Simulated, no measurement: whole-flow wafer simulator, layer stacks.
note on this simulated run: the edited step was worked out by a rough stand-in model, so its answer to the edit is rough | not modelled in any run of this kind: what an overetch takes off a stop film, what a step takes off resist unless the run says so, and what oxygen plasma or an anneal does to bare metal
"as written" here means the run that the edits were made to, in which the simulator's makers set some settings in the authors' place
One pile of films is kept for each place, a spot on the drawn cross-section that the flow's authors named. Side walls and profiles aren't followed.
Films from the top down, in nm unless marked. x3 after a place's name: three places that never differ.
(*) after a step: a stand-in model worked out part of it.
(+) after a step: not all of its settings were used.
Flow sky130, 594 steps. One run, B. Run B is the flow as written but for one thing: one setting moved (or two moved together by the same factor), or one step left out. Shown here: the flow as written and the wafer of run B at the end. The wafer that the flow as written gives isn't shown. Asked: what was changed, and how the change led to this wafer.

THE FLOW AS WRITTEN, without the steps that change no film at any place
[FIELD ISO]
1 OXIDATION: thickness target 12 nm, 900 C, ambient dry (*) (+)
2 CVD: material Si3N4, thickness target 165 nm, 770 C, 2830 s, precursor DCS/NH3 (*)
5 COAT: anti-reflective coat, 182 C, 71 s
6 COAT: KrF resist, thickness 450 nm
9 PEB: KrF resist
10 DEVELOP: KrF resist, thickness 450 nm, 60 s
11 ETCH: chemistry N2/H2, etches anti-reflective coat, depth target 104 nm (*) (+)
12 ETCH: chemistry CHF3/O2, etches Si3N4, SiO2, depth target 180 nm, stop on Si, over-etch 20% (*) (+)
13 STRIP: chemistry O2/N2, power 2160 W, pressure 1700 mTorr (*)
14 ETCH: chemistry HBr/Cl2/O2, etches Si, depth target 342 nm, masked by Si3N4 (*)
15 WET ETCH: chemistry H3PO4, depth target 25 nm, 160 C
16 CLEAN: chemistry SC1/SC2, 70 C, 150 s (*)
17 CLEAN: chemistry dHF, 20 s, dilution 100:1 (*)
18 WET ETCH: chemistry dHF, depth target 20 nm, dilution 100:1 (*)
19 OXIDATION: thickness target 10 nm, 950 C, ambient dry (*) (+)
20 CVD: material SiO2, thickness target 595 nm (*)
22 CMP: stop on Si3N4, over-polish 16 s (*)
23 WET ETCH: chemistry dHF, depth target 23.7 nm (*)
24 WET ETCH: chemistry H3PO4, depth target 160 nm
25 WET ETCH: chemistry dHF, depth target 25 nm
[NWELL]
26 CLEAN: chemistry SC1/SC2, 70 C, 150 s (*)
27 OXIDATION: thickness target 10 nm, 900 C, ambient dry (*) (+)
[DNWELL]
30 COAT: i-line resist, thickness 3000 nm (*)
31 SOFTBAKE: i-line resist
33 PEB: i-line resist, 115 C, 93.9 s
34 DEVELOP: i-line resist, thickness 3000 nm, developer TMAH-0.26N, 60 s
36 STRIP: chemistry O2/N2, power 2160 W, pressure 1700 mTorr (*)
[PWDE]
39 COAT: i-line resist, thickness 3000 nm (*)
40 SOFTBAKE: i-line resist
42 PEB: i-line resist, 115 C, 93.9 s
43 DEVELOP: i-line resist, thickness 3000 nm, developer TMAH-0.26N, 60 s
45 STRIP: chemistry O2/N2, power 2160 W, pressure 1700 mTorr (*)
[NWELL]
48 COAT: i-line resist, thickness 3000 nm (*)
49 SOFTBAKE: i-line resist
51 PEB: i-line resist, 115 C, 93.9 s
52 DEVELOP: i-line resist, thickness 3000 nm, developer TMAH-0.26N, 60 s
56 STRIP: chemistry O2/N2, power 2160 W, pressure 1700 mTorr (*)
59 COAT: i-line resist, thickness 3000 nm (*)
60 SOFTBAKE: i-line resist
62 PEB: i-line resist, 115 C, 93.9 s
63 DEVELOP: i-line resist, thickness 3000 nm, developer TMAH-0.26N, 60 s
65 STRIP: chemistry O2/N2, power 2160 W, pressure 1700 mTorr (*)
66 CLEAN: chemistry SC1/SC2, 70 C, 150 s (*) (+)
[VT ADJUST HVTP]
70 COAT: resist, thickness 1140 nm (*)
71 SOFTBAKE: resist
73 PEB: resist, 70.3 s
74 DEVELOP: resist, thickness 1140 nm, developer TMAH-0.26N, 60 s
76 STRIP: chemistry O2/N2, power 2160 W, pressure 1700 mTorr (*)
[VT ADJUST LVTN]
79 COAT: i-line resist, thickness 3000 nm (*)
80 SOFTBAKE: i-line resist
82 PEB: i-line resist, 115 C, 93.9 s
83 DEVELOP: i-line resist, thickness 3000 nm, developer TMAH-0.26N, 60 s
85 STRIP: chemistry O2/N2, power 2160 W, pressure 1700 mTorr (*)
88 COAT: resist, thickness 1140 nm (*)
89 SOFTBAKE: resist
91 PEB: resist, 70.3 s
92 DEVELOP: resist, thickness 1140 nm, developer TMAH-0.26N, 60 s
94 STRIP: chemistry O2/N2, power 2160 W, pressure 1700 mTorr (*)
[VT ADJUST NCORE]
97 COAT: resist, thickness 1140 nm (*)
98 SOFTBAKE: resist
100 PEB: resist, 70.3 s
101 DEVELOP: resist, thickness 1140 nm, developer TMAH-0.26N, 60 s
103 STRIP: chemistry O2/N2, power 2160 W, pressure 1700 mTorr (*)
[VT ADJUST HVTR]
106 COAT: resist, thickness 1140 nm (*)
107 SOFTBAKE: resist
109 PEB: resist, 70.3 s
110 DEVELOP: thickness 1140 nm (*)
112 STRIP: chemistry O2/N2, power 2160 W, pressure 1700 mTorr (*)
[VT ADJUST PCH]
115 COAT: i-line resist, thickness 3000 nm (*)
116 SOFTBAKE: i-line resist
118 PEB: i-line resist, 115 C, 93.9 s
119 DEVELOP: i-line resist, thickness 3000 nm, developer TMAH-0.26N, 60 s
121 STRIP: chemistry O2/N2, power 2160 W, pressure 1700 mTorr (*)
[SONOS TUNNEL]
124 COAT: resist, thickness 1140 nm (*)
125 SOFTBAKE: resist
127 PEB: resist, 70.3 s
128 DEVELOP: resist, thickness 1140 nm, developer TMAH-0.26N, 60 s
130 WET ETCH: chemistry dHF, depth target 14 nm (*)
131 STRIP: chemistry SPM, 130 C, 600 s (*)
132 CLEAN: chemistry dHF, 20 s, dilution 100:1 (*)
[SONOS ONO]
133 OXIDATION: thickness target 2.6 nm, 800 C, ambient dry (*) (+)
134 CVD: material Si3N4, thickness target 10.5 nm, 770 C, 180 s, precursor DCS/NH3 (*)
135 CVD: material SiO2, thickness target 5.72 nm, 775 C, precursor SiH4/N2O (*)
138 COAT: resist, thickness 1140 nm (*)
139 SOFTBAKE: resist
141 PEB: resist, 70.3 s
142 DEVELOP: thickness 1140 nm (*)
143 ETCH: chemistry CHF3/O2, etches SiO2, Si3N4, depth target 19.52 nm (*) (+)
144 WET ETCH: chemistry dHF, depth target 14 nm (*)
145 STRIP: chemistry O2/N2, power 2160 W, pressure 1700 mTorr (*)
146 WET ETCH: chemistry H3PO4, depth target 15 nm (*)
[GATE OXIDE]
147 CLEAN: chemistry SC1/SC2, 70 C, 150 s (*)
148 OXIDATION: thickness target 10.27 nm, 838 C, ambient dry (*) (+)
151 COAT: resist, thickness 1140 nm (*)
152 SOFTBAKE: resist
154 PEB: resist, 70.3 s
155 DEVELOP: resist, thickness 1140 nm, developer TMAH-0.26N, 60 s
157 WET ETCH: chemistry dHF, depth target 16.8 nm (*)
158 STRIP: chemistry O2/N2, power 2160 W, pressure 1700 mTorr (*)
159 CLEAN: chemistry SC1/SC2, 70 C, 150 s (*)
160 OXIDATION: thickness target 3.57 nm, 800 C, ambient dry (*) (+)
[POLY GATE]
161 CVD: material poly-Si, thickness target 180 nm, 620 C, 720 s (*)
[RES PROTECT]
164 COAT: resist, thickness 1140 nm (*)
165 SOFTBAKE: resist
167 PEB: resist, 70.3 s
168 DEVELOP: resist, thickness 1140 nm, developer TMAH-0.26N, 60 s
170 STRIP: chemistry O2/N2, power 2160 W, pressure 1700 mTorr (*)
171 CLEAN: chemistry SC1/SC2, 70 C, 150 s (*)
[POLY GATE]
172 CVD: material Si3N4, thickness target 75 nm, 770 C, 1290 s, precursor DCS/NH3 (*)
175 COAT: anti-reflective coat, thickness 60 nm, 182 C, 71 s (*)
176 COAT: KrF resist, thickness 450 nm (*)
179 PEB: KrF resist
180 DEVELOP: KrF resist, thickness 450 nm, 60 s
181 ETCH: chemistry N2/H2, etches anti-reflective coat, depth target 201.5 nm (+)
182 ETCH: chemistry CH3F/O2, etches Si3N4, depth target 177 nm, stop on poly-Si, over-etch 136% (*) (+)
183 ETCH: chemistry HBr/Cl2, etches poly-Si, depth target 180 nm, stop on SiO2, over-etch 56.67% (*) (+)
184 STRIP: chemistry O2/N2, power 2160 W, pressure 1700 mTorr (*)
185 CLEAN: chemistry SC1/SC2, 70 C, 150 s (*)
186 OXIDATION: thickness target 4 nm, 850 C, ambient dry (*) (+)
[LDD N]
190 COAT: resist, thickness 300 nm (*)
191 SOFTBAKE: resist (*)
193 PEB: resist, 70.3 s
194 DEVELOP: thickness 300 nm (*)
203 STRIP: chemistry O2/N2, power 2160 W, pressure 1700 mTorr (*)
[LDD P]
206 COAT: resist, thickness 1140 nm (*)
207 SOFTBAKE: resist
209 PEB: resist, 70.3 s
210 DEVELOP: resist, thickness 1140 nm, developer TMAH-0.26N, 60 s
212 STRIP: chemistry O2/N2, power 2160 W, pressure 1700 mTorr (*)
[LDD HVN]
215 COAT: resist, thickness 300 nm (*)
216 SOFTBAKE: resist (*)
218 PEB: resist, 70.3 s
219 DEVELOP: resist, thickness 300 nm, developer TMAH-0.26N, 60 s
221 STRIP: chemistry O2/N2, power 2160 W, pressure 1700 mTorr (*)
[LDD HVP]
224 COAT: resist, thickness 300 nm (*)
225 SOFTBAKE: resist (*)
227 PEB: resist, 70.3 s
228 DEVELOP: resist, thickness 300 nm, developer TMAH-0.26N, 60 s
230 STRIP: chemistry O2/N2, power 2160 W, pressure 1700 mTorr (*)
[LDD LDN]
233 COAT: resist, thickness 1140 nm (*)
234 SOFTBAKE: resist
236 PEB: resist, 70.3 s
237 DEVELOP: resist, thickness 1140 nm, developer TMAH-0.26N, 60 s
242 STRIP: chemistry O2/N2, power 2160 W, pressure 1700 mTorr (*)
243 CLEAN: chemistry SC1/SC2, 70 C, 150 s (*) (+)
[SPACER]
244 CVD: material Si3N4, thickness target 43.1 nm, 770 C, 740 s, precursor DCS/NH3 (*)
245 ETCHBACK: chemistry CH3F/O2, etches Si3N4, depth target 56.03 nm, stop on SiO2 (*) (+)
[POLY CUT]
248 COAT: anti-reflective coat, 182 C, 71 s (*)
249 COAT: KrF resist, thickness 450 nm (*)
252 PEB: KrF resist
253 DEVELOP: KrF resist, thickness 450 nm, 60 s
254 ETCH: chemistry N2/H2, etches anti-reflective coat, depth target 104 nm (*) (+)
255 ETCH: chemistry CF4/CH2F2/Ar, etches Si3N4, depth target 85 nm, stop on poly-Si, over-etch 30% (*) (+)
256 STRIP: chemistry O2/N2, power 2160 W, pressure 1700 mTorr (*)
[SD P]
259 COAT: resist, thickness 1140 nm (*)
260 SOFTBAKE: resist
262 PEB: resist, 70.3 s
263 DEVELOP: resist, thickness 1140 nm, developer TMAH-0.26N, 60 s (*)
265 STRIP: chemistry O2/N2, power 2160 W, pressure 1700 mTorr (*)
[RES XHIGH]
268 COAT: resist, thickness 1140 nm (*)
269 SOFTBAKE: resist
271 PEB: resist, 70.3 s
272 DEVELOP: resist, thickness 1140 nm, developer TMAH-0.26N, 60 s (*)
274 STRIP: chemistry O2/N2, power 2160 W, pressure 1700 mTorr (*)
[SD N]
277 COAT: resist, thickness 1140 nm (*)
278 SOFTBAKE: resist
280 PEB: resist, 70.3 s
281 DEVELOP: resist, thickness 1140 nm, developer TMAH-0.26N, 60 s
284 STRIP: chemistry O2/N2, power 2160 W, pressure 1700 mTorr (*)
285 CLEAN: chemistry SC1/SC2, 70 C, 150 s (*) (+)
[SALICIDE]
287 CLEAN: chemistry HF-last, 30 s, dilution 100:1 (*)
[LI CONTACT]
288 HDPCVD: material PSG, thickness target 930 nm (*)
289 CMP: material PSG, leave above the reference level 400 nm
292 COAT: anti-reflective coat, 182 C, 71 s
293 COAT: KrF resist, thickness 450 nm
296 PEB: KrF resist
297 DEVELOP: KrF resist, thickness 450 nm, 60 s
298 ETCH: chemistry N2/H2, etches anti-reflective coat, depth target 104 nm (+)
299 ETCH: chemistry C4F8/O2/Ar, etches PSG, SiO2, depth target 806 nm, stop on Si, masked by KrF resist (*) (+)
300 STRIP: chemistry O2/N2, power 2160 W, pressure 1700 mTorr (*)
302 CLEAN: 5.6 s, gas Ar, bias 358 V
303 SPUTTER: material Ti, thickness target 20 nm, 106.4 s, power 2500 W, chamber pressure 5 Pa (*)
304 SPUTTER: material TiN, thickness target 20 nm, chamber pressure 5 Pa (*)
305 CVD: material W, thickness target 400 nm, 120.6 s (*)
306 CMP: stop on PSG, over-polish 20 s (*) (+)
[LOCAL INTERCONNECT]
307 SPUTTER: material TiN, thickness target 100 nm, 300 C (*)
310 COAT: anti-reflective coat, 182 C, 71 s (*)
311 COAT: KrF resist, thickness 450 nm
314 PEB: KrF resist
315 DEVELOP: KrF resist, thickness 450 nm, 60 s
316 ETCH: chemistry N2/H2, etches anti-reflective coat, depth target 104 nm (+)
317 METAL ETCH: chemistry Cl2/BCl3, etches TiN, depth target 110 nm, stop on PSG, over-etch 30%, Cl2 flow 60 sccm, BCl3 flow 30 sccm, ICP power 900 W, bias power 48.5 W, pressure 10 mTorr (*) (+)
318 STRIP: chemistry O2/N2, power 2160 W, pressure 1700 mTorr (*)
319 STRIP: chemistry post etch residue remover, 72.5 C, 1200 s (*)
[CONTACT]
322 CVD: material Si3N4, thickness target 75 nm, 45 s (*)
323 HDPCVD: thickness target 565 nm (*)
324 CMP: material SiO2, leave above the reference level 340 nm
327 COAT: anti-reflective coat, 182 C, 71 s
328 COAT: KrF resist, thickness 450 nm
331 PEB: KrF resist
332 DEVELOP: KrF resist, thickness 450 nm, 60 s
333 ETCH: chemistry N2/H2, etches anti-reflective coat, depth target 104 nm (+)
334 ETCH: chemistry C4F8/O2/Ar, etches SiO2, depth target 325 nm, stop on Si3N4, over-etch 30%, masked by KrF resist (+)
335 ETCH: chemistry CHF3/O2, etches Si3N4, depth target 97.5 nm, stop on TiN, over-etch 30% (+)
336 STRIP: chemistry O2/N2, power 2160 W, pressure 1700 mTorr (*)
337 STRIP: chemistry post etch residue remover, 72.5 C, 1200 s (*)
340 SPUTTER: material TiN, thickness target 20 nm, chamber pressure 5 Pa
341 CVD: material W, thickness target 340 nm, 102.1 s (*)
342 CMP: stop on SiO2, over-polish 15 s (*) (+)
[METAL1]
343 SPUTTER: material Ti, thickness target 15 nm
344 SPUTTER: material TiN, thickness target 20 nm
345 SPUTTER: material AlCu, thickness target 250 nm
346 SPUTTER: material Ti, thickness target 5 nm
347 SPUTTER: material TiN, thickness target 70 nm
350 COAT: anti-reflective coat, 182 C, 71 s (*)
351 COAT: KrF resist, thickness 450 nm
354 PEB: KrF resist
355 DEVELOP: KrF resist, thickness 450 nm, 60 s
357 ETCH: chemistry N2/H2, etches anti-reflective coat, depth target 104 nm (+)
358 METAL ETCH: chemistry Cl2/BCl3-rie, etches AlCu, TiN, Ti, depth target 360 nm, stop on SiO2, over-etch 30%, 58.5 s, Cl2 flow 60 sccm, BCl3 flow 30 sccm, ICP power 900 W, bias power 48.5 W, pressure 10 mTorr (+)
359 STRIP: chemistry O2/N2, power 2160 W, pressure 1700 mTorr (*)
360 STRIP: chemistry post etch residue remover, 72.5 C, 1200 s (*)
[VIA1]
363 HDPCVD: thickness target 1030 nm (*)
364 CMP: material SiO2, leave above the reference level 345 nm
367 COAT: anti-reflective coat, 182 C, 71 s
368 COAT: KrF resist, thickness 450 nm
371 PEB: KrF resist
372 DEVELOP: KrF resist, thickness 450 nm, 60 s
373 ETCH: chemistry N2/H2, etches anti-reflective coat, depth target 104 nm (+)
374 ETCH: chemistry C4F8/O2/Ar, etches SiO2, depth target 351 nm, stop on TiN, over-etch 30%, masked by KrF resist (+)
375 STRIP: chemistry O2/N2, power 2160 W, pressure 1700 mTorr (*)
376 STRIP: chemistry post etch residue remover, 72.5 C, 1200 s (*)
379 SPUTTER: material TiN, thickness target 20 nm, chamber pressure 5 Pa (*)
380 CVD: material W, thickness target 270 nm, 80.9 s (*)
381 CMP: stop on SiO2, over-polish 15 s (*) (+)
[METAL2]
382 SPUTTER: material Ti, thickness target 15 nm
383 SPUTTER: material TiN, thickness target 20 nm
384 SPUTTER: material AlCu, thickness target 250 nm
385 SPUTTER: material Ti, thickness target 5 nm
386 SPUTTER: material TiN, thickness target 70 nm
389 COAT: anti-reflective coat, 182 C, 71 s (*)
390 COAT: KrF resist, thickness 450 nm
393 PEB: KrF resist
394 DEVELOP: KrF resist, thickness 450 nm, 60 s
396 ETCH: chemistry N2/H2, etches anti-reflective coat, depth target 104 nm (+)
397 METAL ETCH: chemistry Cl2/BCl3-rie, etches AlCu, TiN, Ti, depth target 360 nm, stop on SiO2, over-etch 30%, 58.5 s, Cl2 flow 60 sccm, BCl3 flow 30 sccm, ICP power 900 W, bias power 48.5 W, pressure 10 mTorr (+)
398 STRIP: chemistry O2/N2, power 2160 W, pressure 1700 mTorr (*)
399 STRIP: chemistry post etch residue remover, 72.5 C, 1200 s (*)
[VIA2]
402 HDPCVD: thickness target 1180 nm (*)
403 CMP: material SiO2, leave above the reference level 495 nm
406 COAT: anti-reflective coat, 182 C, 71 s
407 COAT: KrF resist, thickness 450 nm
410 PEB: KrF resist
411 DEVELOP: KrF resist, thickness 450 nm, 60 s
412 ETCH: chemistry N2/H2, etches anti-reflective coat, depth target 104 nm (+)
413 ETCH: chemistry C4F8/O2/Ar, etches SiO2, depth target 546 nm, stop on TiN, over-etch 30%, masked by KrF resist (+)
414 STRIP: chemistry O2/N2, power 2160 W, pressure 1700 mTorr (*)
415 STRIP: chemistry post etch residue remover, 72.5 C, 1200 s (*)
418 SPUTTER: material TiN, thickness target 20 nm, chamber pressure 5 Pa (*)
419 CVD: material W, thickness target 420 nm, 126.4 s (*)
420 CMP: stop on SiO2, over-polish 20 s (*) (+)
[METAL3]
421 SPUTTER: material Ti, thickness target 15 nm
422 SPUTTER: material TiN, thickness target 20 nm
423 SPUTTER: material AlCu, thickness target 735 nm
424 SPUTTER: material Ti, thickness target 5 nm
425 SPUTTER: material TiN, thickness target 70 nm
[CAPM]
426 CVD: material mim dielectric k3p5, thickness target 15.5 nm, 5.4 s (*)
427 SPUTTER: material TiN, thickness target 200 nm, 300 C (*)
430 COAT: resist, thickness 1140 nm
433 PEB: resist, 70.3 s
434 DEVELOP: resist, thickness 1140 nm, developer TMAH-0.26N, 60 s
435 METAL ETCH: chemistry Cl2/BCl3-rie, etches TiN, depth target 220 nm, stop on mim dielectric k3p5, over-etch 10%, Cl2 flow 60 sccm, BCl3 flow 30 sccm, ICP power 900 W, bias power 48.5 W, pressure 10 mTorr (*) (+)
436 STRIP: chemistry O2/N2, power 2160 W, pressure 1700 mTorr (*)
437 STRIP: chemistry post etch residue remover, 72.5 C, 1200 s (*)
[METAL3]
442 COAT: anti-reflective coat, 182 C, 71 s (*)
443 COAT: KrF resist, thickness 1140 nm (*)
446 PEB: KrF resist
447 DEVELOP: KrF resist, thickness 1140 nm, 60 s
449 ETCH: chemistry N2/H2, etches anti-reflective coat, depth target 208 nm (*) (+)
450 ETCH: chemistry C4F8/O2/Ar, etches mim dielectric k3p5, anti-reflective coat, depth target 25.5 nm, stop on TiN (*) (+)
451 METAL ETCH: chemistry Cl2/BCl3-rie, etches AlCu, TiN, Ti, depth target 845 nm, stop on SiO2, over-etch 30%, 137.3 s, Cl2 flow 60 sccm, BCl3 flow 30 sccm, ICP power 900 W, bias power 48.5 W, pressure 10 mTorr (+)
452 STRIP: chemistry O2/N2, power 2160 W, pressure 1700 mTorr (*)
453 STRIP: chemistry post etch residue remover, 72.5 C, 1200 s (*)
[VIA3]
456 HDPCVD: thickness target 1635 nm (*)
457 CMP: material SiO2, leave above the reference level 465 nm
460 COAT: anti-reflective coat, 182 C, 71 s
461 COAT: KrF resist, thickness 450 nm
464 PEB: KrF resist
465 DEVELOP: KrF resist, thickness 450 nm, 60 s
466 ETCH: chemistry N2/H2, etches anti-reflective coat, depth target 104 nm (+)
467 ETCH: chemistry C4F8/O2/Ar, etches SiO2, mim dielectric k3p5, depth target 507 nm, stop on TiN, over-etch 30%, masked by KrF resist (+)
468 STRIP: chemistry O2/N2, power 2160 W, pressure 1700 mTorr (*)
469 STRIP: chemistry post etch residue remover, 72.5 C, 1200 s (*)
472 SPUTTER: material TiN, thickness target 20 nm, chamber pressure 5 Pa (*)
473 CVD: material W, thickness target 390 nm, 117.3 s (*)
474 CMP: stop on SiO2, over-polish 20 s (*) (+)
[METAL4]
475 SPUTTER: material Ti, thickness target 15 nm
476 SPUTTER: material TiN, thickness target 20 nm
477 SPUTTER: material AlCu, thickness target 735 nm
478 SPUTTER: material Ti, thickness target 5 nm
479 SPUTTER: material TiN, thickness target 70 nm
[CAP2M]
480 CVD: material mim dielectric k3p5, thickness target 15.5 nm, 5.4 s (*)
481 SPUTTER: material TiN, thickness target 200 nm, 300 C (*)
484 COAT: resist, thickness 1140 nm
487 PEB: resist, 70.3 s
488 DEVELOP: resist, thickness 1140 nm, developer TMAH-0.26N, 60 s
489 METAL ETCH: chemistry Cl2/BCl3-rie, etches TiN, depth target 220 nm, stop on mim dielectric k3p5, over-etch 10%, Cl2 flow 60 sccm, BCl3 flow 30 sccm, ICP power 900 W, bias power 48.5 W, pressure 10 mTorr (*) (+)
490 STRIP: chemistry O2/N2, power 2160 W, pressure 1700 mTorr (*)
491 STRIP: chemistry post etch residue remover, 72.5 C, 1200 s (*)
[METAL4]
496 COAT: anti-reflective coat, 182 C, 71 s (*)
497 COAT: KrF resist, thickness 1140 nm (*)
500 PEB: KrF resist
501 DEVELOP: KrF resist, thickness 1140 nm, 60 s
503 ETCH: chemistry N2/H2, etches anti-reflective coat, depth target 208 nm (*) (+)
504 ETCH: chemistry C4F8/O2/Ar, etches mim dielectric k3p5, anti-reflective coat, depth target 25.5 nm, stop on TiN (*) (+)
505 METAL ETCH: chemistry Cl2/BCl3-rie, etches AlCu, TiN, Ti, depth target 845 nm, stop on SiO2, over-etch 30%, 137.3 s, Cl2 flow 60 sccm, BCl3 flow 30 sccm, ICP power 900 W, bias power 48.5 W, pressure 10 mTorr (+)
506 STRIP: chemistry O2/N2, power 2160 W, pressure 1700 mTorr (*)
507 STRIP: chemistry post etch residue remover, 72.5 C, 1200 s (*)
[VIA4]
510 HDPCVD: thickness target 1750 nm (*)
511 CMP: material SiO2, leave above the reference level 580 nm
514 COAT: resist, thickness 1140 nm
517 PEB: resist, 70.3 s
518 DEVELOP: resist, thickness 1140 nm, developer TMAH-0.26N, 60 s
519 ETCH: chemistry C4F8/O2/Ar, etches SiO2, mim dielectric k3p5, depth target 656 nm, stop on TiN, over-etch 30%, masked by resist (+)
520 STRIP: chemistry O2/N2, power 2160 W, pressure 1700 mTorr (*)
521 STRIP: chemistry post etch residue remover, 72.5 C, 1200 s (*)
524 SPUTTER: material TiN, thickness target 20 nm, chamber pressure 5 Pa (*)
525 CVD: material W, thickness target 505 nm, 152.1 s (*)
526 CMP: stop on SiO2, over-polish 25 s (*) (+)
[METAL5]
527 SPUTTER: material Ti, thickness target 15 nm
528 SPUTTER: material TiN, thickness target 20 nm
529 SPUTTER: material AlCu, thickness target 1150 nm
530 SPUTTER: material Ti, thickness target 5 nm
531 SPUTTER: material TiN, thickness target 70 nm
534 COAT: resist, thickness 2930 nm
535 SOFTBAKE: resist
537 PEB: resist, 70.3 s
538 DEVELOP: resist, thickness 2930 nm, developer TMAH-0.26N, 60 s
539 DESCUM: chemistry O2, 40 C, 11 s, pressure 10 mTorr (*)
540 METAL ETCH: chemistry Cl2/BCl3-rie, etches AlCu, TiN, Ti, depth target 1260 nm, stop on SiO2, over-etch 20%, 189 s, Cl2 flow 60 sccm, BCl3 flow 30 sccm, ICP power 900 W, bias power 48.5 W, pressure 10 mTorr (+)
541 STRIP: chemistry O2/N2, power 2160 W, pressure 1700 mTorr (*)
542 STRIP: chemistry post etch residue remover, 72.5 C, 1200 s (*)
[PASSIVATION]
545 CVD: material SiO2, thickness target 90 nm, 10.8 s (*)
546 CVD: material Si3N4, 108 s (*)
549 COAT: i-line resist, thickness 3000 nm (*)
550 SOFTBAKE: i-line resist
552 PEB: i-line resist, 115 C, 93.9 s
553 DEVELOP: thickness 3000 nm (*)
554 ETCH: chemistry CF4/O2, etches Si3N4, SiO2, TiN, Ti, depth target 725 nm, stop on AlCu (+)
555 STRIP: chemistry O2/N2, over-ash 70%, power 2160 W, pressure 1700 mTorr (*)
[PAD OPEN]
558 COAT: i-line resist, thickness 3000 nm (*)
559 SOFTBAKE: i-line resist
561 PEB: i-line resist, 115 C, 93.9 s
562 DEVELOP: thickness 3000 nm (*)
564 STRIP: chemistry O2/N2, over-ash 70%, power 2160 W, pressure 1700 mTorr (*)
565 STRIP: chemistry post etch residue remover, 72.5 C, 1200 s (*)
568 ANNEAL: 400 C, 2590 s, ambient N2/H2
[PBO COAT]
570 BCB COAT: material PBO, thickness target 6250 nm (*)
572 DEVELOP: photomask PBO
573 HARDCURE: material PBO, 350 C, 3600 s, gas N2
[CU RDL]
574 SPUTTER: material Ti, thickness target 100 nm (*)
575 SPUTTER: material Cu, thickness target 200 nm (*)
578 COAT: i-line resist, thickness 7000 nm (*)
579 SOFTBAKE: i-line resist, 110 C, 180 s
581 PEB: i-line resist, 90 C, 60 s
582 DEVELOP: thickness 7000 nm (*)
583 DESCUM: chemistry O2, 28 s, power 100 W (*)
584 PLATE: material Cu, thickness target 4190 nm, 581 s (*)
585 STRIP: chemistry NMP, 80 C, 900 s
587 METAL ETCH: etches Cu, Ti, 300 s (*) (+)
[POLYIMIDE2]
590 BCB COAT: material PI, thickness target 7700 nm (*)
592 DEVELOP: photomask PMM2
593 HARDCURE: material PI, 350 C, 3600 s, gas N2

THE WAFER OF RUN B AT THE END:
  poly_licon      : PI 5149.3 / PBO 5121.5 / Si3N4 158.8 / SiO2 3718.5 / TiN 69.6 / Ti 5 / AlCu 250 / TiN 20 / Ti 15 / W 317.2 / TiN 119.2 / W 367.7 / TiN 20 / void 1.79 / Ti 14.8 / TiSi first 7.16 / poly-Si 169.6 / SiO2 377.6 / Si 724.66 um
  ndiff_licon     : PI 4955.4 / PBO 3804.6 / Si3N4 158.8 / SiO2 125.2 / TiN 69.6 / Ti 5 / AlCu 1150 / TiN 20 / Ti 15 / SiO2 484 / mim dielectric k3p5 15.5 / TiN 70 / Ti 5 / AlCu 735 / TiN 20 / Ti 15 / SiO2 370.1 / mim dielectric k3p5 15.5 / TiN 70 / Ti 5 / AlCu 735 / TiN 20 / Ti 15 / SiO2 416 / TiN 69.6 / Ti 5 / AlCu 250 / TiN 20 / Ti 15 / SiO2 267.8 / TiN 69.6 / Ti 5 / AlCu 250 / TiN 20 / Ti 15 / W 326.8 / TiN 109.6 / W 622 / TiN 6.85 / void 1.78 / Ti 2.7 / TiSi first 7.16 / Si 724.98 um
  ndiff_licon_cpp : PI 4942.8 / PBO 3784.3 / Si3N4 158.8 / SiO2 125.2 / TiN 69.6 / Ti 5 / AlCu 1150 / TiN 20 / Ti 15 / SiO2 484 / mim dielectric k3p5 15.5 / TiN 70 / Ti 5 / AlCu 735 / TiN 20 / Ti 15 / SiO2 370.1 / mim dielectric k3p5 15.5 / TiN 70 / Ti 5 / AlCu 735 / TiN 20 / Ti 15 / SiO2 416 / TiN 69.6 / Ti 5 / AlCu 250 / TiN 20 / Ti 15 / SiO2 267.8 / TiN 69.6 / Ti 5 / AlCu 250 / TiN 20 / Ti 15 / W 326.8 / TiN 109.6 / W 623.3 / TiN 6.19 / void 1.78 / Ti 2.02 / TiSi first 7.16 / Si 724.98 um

The cause: step 303, SPUTTER: 101 s was run, where the flow has 106.4 s.

How the change led to this, step by step:
  303 SPUTTER: material Ti, thickness target 20 nm, 106.4 s, power 2500 W, chamber pressure 5 Pa (*)
      field, active, n_well and 185 more: Ti +19 (new film) (as written it would be: Ti +20 (new film))
  306 CMP: stop on PSG, over-polish 20 s (*) (+)
      field, active, n_well and 184 more: W -400 (all of it), TiN -20 (all of it), Ti -19 (all of it), PSG -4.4 (as written it would be: W -400 (all of it), TiN -20 (all of it), Ti -20 (all of it), PSG -4.4)
      poly_licon: W -32.3 (as written it would be: W -33.3)
